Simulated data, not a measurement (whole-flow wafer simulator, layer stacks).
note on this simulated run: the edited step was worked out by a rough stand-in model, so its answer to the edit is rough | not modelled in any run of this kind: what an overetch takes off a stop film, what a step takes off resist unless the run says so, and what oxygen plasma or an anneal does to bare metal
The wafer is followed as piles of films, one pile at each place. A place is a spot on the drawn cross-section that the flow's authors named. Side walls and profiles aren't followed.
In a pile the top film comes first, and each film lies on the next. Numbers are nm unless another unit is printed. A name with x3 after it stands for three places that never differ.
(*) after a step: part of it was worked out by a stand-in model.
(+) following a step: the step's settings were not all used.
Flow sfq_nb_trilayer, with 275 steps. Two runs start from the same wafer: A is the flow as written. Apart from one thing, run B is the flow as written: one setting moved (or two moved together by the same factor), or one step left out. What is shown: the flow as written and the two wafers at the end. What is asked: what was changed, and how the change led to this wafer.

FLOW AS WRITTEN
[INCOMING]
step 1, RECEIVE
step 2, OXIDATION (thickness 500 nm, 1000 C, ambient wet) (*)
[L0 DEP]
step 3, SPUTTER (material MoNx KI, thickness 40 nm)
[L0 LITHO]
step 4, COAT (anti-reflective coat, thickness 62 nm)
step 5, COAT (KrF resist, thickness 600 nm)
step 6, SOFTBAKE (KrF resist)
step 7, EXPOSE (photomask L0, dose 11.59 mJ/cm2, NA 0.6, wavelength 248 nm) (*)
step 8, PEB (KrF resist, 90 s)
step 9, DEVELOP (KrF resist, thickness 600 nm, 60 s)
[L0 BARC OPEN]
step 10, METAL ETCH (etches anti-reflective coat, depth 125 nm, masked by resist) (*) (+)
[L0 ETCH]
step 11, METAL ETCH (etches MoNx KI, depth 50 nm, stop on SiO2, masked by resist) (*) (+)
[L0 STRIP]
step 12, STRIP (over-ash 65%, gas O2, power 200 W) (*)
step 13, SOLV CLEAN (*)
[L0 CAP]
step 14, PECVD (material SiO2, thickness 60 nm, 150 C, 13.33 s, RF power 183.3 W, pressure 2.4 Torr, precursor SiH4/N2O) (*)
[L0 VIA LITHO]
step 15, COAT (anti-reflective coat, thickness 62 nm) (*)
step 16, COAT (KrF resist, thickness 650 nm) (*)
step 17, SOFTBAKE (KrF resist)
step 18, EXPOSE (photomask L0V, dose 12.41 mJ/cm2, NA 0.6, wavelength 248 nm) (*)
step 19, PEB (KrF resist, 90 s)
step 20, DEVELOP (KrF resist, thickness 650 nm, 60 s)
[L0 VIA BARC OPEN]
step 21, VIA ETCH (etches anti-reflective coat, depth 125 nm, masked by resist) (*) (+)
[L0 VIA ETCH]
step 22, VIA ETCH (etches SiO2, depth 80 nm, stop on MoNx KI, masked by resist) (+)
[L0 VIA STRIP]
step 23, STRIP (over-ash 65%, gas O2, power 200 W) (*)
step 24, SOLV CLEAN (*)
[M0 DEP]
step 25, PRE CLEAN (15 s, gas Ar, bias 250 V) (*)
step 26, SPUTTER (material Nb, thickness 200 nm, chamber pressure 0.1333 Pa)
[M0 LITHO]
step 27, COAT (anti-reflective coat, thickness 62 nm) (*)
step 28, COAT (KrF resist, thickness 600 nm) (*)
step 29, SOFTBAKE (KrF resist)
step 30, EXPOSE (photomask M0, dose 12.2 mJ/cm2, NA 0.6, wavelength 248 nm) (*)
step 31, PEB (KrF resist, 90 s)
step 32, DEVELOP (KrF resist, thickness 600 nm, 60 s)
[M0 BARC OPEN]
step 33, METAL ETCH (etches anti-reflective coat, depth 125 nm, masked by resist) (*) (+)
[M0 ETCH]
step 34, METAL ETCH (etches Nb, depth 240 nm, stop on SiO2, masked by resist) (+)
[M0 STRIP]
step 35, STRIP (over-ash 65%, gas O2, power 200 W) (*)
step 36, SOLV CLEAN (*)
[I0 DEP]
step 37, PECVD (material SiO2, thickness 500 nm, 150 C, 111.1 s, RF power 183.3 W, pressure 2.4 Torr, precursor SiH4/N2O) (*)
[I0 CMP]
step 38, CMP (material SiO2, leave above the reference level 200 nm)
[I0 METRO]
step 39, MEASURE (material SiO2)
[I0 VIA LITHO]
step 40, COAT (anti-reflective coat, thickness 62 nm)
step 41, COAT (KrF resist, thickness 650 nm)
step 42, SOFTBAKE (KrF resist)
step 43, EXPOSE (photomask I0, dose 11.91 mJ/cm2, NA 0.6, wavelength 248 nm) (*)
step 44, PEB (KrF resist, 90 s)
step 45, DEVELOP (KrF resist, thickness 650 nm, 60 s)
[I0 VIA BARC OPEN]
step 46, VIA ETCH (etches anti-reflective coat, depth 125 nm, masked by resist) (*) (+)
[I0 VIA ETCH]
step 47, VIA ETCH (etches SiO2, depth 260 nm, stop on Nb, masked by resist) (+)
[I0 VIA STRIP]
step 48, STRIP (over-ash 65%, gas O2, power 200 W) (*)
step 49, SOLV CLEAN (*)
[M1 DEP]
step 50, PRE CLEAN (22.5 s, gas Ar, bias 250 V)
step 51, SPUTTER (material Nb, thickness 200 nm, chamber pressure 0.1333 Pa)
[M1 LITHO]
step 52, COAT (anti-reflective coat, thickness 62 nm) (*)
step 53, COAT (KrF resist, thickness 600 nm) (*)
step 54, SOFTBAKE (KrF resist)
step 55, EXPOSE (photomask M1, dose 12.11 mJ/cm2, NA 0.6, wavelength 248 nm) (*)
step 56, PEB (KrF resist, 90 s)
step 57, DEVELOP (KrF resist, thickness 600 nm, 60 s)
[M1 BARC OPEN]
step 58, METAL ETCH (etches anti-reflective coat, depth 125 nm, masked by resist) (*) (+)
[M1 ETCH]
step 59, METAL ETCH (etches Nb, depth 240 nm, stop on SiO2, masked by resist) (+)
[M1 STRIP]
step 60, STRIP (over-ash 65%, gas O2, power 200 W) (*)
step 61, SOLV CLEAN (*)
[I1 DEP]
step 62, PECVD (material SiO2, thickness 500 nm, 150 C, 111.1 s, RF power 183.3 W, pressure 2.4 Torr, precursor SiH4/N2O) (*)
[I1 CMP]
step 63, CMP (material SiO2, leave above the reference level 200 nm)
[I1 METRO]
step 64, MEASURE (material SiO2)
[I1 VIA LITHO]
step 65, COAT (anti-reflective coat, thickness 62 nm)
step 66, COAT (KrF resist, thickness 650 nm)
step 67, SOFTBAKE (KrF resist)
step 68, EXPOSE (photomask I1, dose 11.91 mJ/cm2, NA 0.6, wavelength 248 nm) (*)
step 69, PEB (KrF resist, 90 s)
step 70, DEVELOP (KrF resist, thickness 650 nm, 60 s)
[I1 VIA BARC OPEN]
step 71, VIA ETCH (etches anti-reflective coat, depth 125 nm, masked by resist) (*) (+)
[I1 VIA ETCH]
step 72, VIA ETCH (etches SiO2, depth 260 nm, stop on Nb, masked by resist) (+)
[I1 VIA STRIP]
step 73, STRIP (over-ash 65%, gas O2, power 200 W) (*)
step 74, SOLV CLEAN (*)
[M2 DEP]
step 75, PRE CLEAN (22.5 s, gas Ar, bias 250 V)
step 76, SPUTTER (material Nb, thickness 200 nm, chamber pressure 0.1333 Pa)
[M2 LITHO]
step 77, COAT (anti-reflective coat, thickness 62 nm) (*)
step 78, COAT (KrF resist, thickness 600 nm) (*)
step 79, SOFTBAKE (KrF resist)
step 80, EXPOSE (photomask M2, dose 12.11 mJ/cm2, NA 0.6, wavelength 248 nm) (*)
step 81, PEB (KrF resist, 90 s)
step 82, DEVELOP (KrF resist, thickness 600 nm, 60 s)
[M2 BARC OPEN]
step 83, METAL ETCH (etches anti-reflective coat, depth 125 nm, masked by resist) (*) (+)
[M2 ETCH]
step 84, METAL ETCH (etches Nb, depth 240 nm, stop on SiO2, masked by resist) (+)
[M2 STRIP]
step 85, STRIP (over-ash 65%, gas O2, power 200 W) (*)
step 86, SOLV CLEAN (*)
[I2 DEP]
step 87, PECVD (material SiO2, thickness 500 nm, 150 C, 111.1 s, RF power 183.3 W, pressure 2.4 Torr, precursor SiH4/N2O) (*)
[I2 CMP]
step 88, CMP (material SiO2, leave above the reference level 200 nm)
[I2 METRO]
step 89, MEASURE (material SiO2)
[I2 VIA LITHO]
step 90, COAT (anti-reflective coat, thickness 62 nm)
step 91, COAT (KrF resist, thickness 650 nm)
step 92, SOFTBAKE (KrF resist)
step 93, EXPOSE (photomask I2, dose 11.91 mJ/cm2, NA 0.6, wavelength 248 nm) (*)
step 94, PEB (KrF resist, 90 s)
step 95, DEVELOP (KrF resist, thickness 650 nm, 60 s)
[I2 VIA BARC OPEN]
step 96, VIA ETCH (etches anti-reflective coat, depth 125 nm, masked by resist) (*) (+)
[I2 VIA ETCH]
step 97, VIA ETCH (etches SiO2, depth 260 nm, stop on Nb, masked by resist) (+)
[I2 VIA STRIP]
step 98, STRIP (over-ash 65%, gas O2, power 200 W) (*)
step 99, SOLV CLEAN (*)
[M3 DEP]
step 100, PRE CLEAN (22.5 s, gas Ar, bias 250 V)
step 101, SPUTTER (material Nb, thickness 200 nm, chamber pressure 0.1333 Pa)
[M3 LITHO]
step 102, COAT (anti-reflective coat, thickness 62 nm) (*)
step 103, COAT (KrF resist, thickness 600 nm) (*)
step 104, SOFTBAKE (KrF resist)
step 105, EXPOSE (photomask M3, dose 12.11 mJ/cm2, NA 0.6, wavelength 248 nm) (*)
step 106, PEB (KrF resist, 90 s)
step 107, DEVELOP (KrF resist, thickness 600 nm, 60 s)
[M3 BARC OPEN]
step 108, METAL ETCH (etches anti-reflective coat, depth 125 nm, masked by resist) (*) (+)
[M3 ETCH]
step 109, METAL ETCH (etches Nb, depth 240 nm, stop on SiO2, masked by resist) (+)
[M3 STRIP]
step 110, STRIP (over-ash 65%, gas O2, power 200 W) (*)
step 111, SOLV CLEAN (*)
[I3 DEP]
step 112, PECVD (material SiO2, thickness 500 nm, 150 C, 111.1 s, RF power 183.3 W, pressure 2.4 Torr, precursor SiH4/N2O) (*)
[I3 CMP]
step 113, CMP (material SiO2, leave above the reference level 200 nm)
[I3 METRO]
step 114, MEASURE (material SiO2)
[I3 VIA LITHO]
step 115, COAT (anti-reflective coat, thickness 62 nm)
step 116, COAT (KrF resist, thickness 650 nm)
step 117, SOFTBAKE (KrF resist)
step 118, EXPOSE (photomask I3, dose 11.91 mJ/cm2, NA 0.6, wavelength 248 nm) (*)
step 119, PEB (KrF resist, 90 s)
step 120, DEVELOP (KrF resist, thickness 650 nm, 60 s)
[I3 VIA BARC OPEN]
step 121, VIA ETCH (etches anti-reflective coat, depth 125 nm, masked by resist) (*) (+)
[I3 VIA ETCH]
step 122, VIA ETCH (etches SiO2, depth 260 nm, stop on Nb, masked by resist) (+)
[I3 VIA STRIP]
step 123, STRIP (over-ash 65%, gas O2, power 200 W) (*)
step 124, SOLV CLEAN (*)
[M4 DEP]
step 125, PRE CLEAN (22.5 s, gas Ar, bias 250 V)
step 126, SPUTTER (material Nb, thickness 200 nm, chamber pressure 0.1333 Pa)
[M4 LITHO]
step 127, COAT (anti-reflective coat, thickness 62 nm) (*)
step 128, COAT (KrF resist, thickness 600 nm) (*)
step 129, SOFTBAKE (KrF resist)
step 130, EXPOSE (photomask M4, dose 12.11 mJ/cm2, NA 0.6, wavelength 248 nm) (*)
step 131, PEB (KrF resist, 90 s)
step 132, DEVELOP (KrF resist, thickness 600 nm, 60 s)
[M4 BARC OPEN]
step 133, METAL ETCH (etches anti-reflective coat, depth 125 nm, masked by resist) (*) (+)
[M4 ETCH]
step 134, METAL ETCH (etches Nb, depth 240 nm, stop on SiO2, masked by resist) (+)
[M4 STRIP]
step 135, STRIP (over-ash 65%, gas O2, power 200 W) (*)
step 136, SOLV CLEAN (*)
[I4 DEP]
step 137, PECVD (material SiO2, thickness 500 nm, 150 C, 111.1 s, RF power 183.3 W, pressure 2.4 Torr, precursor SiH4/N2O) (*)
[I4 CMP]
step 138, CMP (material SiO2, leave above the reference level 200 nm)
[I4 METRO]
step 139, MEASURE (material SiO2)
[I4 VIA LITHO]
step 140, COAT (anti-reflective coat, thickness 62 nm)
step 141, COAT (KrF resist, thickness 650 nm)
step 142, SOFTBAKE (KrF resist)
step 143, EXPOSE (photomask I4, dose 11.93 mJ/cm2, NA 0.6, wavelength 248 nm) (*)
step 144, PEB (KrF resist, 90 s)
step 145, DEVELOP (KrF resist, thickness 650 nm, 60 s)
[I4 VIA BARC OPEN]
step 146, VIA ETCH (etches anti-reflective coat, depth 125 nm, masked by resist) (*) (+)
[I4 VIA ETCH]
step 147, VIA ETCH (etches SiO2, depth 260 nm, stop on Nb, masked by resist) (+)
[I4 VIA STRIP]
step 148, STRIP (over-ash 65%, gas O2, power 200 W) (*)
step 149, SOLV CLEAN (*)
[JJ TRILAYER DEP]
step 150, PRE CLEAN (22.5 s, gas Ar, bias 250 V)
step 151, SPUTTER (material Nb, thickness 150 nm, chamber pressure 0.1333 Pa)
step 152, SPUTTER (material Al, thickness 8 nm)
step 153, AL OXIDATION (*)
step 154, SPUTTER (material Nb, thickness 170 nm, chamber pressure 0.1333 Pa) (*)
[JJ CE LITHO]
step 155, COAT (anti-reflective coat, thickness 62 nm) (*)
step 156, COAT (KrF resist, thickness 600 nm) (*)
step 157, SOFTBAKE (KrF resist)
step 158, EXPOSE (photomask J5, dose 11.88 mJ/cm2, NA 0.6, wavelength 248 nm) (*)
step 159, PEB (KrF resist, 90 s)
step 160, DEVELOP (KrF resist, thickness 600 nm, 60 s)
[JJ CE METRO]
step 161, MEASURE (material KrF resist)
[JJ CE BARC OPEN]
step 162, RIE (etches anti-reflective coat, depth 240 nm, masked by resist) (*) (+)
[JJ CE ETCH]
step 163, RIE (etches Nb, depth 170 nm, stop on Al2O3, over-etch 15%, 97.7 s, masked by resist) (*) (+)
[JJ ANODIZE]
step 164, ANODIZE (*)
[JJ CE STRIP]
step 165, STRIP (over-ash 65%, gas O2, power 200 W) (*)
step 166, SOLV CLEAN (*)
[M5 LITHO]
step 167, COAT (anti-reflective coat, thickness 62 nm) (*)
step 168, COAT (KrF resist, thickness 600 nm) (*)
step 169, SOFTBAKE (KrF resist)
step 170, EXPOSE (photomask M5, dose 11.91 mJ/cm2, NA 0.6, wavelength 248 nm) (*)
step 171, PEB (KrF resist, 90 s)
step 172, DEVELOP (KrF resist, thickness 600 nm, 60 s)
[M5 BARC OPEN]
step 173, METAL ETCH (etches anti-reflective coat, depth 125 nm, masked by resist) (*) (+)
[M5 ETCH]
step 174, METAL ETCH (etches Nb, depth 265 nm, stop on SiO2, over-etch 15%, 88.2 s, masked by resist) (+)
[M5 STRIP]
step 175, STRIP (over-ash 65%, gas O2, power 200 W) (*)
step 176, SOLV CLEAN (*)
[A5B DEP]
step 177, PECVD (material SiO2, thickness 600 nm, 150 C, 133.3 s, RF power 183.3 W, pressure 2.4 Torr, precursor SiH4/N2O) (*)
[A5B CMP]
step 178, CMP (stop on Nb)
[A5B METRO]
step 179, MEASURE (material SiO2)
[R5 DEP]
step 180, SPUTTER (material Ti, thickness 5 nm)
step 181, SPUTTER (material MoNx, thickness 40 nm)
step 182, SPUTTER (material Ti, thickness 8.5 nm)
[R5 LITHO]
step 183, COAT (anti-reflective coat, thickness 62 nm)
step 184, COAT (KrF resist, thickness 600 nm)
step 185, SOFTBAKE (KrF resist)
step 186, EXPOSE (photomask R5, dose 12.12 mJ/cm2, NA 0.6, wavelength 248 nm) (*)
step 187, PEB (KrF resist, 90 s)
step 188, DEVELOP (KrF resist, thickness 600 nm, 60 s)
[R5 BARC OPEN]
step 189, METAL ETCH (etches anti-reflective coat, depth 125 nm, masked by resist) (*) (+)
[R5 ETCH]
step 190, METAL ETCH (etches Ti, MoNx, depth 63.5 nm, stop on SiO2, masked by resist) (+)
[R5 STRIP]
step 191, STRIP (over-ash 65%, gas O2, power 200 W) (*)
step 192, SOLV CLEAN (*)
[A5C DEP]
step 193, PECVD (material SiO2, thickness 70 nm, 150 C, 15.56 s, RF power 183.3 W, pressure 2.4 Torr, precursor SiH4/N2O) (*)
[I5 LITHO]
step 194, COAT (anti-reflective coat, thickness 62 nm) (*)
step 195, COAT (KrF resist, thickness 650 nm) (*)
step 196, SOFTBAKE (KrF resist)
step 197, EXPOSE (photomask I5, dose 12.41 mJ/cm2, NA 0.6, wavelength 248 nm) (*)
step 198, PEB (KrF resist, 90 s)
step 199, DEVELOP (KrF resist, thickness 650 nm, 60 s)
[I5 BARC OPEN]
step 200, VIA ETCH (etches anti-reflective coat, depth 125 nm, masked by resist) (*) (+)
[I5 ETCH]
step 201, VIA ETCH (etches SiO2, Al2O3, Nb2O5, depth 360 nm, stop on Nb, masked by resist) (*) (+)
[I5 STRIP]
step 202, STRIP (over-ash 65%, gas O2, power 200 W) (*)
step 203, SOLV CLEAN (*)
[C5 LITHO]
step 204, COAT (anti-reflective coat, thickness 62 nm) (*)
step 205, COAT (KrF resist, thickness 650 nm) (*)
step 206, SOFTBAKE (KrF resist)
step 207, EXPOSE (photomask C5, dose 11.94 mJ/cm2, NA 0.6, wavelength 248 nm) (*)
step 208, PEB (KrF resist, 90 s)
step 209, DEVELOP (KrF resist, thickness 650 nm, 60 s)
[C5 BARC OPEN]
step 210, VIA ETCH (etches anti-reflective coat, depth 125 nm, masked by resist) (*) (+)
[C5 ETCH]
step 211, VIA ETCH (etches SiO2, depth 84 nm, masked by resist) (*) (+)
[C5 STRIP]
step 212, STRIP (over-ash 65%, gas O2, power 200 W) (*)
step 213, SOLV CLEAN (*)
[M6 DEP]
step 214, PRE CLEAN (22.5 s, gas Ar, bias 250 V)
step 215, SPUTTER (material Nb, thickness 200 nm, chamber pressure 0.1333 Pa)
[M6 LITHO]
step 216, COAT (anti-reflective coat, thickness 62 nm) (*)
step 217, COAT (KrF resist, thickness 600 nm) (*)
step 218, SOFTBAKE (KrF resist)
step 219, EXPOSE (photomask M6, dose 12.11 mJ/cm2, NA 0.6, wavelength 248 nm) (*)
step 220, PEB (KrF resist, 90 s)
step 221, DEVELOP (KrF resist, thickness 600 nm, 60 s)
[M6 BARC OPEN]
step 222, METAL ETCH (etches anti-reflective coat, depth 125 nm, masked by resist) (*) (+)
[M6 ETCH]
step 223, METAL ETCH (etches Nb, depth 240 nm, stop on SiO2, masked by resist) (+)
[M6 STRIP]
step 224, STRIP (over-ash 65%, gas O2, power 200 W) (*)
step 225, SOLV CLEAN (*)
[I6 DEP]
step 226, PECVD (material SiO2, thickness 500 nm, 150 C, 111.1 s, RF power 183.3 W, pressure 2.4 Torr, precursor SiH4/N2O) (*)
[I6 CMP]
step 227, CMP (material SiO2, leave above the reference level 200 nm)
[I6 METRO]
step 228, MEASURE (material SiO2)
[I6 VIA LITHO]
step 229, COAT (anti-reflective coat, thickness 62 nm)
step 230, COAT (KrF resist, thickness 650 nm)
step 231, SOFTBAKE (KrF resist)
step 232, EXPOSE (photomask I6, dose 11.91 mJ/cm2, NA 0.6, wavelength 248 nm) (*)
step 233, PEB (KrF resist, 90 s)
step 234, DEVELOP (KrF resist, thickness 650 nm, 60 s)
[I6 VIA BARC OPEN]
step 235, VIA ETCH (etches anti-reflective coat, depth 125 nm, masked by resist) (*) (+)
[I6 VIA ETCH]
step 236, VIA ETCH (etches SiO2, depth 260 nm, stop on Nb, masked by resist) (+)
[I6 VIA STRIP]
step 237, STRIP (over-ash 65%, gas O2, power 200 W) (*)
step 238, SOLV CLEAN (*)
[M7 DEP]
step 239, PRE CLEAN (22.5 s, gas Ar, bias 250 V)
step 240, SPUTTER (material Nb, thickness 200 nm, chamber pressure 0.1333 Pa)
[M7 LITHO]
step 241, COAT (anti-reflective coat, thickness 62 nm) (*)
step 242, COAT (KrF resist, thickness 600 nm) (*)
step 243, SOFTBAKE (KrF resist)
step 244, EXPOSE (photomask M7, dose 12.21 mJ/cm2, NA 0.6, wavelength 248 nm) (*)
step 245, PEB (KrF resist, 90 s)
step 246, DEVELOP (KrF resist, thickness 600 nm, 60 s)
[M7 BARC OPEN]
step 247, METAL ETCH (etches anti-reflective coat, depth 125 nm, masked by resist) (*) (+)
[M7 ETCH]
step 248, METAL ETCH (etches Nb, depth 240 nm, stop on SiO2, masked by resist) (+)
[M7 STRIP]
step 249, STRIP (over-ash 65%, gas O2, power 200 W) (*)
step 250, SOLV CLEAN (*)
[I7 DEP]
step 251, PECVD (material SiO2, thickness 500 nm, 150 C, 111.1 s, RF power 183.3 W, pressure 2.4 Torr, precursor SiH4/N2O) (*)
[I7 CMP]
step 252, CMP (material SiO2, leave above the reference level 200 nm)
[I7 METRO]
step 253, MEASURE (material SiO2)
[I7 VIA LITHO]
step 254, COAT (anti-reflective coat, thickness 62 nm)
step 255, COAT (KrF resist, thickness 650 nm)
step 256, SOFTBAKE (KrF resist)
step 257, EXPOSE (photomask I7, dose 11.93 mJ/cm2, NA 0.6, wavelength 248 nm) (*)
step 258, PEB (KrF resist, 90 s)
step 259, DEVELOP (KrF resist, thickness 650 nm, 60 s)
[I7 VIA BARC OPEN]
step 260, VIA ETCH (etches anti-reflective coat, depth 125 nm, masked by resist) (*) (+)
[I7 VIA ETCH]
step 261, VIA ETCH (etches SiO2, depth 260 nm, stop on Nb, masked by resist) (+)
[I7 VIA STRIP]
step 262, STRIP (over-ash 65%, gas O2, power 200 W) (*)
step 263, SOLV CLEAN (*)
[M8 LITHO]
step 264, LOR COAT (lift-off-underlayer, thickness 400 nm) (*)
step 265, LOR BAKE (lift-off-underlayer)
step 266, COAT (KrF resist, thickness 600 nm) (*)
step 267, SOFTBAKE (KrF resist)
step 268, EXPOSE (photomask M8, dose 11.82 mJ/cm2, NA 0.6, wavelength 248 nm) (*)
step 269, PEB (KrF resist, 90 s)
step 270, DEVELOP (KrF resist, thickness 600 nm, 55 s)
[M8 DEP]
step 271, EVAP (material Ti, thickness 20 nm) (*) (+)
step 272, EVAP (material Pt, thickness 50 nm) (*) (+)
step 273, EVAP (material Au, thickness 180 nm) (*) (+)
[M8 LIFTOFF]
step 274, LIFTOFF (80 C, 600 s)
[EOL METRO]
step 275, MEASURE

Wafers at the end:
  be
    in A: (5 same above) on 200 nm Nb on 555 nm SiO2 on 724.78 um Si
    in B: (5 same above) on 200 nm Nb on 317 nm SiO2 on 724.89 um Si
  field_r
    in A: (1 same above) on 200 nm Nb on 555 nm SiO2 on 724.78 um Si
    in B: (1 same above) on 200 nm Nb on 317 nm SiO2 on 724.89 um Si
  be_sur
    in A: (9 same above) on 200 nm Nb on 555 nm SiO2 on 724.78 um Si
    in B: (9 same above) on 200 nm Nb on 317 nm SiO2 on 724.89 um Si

Cause: step 2, OXIDATION: thickness 262 nm was run, though the flow has thickness 500 nm.

The path from the change to this, step by step:
  step 2, OXIDATION (thickness 500 nm, 1000 C, ambient wet) (*)
      field_l, v_sur, via_wl and 103 more: A SiO2 gains 500 (new film), chemical SiO2 loses 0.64 (all of it), Si loses 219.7 | B SiO2 gains 262 (new film), chemical SiO2 loses 0.64 (all of it), Si loses 115
